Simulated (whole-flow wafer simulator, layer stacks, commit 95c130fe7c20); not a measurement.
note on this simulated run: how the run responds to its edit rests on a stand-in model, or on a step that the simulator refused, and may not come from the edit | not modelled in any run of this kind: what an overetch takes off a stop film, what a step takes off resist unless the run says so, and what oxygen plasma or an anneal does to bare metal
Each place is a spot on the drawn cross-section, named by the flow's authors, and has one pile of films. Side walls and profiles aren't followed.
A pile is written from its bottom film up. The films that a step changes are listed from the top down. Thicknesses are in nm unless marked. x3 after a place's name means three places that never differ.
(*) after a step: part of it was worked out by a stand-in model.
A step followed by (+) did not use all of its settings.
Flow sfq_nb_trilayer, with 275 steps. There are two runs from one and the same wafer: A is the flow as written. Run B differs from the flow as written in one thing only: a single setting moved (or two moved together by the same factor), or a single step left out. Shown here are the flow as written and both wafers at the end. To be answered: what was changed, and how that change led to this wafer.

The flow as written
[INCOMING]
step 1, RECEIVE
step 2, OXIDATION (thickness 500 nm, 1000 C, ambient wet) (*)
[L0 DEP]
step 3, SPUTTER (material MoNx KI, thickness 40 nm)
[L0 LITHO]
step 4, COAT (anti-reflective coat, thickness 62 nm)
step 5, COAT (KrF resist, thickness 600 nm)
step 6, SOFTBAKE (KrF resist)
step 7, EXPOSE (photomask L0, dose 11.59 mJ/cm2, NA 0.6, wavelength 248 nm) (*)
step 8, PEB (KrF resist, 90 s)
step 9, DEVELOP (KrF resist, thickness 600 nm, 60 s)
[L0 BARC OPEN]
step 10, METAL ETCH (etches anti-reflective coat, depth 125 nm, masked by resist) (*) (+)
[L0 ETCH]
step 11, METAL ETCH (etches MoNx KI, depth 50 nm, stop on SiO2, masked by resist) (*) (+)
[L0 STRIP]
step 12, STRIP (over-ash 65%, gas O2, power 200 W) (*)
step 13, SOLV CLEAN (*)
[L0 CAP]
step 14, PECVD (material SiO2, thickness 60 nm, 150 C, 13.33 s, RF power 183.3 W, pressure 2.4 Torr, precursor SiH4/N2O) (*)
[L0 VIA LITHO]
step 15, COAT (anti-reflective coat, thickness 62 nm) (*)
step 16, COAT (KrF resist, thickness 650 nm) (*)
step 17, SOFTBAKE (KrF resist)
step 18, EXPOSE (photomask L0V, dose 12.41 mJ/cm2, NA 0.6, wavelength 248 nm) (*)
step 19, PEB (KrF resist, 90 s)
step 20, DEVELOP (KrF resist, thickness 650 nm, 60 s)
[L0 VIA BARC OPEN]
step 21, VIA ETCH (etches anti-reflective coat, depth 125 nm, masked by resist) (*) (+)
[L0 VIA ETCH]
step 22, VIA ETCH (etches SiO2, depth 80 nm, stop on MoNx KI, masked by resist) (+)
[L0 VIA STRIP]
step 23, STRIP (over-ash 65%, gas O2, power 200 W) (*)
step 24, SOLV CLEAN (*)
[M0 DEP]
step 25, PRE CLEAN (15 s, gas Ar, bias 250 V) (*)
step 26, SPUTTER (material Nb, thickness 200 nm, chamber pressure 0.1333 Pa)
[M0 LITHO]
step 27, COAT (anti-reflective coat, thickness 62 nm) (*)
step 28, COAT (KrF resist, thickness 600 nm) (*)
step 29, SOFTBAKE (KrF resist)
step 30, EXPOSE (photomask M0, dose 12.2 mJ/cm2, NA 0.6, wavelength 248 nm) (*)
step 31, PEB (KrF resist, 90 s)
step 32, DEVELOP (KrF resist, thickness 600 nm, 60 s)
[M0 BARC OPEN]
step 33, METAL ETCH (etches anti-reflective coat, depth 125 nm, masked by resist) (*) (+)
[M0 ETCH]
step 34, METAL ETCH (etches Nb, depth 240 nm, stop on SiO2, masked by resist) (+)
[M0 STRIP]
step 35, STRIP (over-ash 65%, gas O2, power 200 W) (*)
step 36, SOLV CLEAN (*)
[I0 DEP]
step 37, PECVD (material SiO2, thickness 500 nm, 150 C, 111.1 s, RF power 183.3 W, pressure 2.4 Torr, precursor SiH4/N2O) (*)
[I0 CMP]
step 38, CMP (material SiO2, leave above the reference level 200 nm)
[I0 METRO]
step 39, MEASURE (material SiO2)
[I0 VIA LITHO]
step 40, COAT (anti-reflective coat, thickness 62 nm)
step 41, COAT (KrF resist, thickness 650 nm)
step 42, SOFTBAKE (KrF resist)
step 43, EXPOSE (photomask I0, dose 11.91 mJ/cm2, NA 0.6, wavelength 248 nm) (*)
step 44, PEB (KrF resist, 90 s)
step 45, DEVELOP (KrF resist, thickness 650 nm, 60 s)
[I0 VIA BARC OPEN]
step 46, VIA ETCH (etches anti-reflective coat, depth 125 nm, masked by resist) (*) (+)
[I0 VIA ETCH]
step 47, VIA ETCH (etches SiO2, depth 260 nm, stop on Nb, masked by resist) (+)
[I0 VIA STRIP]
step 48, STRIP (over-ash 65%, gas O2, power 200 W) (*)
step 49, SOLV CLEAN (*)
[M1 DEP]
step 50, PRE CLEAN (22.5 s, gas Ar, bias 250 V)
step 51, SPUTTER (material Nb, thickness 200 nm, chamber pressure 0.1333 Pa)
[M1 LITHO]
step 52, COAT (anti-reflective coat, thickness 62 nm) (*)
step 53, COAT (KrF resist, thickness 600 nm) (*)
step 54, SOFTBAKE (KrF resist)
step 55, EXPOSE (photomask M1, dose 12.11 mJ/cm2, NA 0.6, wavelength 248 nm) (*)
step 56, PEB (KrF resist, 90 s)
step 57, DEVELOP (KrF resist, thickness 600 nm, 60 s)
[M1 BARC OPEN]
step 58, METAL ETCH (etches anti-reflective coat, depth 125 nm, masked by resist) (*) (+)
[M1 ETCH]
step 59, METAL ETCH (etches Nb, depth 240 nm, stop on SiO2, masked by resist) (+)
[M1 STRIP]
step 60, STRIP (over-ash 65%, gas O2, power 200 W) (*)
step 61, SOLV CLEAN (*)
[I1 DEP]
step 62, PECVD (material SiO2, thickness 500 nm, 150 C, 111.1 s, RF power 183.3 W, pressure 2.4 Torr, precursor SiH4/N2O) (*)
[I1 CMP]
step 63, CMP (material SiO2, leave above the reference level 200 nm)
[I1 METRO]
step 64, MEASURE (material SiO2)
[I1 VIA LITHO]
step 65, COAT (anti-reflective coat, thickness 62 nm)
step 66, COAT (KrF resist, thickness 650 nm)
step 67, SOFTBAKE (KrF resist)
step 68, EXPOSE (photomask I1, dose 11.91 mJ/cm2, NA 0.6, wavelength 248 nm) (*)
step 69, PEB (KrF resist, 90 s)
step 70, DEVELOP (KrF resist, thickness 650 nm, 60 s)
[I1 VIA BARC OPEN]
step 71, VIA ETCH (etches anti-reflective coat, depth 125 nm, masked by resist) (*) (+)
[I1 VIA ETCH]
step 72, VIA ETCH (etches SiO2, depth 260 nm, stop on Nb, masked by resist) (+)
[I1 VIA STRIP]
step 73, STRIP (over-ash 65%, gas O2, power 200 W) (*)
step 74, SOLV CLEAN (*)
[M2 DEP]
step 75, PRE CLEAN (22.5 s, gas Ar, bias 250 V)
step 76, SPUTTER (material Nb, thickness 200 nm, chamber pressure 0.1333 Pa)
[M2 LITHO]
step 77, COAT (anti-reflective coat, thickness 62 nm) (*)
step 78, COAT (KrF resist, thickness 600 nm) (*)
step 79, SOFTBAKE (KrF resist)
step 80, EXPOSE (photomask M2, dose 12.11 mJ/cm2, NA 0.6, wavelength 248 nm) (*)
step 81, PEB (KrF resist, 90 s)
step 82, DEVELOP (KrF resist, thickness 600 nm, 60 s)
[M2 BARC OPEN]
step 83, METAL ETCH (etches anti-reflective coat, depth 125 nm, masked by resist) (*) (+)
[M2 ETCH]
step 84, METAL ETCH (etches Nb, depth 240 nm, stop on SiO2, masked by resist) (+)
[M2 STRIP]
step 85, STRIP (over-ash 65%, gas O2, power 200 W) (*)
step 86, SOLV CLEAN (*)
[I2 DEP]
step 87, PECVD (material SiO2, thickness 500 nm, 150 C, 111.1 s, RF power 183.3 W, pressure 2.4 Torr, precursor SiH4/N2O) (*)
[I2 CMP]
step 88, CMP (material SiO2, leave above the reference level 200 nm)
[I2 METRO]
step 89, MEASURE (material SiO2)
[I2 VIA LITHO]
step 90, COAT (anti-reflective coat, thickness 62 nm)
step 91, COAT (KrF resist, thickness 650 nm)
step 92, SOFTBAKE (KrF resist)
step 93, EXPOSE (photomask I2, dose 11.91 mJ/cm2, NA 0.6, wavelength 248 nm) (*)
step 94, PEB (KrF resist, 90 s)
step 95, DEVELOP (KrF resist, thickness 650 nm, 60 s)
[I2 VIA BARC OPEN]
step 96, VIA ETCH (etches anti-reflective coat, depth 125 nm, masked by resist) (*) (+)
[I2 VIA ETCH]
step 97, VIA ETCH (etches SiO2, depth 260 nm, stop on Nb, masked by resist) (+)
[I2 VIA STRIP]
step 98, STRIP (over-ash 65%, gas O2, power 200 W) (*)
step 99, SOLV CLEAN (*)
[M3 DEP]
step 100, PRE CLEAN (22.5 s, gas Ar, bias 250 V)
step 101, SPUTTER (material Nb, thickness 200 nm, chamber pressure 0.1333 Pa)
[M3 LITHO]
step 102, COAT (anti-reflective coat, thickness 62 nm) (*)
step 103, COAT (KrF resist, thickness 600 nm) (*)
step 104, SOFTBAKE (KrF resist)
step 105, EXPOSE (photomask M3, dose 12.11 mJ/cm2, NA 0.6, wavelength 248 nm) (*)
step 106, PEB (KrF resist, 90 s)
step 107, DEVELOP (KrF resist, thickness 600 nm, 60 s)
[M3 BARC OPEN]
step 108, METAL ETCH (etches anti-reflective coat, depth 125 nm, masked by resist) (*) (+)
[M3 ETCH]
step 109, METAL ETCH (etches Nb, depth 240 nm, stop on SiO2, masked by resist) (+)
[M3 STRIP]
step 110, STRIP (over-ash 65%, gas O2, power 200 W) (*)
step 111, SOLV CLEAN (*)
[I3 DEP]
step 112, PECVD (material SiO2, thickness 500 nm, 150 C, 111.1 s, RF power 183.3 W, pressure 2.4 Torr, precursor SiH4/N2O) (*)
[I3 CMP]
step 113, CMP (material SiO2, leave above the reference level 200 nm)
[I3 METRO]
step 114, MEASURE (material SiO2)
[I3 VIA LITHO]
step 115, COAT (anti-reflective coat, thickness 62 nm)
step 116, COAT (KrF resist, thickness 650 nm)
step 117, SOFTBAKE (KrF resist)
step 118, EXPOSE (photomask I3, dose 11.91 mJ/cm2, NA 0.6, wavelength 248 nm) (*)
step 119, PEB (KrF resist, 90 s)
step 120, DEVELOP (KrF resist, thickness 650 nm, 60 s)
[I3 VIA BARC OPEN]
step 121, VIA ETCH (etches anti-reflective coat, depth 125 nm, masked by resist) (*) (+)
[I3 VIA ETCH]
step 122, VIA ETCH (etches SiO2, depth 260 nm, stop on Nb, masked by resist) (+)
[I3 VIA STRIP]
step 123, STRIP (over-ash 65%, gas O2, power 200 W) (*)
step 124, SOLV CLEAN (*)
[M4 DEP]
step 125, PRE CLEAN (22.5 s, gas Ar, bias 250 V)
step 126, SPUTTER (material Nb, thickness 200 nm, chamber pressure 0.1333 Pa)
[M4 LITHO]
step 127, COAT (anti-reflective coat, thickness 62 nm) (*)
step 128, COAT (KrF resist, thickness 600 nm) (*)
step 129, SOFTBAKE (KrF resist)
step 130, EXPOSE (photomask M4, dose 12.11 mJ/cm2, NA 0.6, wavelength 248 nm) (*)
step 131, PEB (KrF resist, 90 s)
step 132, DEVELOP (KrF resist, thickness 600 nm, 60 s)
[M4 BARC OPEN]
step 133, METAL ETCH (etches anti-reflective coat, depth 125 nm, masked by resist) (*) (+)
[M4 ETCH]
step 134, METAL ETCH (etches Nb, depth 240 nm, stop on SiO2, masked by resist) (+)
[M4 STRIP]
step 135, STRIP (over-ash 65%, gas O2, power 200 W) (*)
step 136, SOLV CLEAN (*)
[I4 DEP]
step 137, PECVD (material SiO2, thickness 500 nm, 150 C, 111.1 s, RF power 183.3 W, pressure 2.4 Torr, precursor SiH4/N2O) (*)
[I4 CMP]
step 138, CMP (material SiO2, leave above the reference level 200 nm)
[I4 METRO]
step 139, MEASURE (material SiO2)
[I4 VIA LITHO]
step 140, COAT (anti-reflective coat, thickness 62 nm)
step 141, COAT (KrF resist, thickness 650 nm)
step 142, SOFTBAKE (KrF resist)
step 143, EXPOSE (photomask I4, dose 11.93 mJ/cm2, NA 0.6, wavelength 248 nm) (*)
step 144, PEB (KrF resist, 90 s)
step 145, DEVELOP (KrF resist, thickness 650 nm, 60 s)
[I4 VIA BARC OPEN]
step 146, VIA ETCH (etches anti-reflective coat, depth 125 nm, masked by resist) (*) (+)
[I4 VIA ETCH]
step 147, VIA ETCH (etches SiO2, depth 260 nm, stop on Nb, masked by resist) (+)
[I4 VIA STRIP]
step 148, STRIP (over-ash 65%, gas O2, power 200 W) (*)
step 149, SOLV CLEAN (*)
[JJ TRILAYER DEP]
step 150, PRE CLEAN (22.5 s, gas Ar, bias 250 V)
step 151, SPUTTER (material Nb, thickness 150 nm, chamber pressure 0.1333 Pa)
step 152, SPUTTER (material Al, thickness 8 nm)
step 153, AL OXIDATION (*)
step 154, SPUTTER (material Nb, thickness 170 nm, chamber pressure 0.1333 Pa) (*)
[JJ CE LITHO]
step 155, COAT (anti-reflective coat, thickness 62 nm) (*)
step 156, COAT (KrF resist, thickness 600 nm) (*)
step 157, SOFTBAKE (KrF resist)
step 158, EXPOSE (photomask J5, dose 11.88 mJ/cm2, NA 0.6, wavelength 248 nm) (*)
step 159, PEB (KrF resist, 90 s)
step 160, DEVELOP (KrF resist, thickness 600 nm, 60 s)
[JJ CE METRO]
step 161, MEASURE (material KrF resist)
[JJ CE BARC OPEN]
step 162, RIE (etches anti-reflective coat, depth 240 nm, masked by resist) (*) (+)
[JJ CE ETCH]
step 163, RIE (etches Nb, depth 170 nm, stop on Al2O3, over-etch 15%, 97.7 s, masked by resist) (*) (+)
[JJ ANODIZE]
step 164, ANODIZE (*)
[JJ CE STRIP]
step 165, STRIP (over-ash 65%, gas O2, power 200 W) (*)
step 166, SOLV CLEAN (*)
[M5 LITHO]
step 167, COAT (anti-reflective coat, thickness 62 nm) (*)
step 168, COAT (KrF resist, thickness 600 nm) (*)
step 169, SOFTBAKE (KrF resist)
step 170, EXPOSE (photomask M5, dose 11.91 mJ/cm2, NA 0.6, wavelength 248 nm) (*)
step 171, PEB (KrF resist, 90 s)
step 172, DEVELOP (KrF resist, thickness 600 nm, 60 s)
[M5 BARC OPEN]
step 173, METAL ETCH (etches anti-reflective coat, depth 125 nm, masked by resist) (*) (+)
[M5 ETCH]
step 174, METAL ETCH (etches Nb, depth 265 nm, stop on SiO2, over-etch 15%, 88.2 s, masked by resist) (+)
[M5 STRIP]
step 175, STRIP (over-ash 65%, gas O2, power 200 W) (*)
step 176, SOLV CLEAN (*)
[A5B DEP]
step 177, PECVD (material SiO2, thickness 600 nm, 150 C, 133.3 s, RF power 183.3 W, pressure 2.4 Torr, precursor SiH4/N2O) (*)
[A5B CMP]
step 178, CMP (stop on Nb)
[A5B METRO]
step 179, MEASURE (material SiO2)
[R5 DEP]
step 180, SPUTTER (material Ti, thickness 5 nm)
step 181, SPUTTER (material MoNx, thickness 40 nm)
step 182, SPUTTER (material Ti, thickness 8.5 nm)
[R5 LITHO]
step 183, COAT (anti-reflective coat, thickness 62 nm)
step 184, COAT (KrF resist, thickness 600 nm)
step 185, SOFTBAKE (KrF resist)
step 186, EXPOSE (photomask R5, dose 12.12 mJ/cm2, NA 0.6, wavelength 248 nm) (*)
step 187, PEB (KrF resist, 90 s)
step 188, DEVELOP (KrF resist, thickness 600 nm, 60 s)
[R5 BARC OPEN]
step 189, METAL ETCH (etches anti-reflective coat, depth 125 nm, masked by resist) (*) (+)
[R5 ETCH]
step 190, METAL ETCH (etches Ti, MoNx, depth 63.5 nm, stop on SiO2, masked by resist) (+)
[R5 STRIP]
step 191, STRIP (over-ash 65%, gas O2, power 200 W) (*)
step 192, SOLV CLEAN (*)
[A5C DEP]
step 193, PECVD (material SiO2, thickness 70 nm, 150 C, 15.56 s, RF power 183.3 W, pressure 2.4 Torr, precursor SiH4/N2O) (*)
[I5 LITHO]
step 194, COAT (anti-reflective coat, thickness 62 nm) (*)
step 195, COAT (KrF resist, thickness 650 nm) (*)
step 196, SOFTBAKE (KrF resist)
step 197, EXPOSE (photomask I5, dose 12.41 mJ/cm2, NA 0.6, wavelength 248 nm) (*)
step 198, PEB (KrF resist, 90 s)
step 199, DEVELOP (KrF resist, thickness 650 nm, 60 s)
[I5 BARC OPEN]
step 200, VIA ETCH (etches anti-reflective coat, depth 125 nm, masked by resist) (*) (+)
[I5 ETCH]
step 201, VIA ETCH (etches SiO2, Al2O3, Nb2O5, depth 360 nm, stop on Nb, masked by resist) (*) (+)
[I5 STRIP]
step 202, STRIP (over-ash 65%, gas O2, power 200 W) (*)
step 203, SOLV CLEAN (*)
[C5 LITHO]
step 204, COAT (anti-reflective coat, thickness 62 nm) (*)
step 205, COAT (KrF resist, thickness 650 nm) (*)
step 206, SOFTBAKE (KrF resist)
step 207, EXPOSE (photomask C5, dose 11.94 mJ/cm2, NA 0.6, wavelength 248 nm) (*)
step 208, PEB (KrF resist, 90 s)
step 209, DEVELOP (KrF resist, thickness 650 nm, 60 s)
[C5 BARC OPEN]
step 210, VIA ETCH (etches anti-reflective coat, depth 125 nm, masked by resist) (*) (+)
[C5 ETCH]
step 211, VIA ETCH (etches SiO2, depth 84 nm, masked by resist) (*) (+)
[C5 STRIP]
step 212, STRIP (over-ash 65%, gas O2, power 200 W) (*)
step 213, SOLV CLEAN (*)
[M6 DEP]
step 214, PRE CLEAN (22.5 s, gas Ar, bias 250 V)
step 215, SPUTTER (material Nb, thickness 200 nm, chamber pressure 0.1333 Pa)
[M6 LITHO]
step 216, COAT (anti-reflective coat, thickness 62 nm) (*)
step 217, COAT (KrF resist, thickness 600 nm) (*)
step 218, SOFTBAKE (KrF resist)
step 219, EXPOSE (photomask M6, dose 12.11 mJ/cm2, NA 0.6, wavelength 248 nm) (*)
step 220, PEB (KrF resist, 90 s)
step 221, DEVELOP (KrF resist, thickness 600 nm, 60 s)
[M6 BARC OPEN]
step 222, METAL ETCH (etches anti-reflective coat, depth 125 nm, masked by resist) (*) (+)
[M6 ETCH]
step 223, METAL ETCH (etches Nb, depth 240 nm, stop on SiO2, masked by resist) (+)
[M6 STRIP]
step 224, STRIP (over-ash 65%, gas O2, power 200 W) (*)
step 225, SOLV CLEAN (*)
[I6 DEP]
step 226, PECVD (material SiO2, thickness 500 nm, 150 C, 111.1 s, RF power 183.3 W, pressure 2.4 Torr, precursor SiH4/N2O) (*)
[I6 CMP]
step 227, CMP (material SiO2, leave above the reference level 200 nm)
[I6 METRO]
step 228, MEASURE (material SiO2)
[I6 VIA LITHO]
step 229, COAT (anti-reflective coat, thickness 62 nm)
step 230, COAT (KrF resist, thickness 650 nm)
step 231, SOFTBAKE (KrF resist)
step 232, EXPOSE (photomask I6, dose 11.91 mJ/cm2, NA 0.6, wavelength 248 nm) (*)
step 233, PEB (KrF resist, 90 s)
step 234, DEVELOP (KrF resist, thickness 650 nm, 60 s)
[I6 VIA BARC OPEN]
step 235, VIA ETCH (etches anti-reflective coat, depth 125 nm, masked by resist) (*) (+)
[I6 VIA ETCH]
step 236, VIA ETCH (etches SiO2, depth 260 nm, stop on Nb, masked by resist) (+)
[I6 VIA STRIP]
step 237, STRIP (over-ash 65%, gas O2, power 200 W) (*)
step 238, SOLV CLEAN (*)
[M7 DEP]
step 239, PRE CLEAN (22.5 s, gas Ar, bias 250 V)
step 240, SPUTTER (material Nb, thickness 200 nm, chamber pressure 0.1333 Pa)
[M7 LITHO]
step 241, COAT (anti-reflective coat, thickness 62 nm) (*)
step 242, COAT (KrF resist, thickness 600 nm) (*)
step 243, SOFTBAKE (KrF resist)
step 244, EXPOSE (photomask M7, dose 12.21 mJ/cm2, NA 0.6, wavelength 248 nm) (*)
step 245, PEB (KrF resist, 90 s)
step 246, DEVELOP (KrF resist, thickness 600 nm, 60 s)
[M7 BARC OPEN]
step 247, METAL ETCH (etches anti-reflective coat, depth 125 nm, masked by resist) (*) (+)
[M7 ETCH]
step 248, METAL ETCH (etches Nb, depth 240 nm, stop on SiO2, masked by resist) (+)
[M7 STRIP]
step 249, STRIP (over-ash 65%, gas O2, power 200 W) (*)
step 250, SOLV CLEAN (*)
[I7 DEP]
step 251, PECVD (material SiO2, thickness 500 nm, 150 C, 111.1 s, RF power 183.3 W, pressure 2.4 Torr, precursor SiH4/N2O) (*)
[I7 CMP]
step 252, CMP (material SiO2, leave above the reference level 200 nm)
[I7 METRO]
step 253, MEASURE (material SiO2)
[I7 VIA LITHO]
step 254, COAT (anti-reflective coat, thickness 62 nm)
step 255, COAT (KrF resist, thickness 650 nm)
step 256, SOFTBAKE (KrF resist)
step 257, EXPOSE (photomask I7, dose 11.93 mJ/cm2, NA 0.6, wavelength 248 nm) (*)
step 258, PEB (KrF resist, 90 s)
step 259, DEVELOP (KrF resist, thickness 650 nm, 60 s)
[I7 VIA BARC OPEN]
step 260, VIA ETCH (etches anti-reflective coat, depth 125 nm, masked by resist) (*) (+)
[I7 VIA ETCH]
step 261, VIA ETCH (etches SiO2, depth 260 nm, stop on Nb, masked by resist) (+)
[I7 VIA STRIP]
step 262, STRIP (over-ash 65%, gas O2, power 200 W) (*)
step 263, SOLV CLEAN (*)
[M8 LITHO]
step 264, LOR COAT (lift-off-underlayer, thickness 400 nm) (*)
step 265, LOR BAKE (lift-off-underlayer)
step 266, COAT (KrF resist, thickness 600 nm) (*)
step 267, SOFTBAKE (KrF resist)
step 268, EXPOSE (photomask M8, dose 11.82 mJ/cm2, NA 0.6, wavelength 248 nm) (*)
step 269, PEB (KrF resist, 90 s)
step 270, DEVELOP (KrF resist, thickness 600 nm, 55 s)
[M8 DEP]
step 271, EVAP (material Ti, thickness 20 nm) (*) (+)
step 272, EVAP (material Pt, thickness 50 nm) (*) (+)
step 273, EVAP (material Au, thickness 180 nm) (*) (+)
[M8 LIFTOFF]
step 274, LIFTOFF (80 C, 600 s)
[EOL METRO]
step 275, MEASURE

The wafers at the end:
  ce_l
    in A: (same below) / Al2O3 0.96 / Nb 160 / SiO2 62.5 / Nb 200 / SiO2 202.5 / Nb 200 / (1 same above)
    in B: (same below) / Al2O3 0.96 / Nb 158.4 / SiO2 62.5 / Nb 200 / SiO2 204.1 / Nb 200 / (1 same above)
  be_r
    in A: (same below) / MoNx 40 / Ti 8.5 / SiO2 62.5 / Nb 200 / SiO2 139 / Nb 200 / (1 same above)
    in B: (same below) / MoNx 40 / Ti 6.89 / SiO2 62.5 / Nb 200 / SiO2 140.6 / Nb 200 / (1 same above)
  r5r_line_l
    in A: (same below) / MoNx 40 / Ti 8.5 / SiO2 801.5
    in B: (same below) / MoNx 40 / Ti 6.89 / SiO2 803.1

The reason: step 182, SPUTTER: thickness 6.89 nm was run, whereas the flow has thickness 8.5 nm.
The wafer lets one read it off: be_r has Ti 6.89, and step 182 as written asks for 8.5 nm.

How this came from the change, step by step:
  step 182, SPUTTER (material Ti, thickness 8.5 nm)
      field_l, v_sur, via_wl and 103 more: A Ti gains 8.5 (new film) | B Ti gains 6.89 (new film)
  step 190, METAL ETCH (etches Ti, MoNx, depth 63.5 nm, stop on SiO2, masked by resist) (+)
      field_l, v_sur, via_wl and 92 more: A Ti loses 8.5 (all of it), MoNx loses 40 (all of it), Ti loses 5 (all of it) | B Ti loses 6.89 (all of it), MoNx loses 40 (all of it), Ti loses 5 (all of it)
      ce_l, c5j, ce_r, wl_jj: A Ti loses 8.5 (all of it), MoNx loses 40 (all of it), Ti loses 5 (all of it), Nb loses 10 | B Ti loses 6.89 (all of it), MoNx loses 40 (all of it), Ti loses 5 (all of it), Nb loses 11.6
